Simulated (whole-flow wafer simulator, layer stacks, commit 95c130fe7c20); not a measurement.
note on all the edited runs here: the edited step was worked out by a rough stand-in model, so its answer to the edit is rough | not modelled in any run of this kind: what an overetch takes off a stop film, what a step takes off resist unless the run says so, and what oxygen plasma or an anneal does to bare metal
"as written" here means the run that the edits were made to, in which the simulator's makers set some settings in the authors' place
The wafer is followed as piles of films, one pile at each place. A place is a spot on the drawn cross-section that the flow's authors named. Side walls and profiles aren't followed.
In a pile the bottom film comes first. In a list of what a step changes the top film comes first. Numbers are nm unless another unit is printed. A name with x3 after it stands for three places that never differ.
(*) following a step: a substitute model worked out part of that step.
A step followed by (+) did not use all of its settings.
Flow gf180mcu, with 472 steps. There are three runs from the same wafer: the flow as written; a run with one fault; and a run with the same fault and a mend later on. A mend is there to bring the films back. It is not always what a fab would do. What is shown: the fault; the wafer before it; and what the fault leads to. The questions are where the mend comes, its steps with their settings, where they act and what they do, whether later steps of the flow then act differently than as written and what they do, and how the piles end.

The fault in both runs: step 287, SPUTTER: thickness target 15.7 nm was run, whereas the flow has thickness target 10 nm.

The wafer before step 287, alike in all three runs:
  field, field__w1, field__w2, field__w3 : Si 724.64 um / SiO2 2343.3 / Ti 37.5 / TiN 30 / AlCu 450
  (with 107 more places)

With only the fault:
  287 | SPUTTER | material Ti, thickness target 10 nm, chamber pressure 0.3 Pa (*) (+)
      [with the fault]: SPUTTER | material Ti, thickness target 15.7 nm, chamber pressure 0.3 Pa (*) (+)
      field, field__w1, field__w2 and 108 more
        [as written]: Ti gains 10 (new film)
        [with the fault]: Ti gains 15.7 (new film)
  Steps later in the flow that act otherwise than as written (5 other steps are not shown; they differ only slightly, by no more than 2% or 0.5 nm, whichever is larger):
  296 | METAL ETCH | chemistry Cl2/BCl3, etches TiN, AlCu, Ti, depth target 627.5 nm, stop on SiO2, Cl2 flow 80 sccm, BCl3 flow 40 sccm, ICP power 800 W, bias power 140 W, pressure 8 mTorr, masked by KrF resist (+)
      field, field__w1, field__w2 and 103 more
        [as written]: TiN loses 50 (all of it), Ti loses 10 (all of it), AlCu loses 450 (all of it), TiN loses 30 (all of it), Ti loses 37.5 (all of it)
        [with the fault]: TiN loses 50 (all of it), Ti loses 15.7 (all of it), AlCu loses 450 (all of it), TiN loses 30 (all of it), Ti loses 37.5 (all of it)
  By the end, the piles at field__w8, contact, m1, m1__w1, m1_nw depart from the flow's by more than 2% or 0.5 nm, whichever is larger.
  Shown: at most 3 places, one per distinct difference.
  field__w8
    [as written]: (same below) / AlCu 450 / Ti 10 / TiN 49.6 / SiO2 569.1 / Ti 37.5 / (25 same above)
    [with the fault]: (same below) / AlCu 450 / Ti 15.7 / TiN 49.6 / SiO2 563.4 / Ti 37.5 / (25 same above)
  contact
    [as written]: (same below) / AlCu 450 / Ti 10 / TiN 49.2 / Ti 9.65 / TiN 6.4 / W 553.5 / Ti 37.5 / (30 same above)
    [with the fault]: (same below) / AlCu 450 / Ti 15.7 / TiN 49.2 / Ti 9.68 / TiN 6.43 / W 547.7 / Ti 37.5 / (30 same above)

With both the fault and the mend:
  The mend follows step 287.
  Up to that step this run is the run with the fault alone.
  287a | METAL ETCH | chemistry Cl2/BCl3, etches TiN, AlCu, Ti, depth target 5.7 nm, Cl2 flow 80 sccm, BCl3 flow 40 sccm, ICP power 800 W, bias power 140 W, pressure 8 mTorr (a further turn of the flow's step 260, with different settings)
      field, field__w1, field__w2 and 108 more
        Ti loses 5.7
  Later steps of the flow that are run all act as written at every place that is followed.
  The piles end the same as the flow's at every place that both follow.
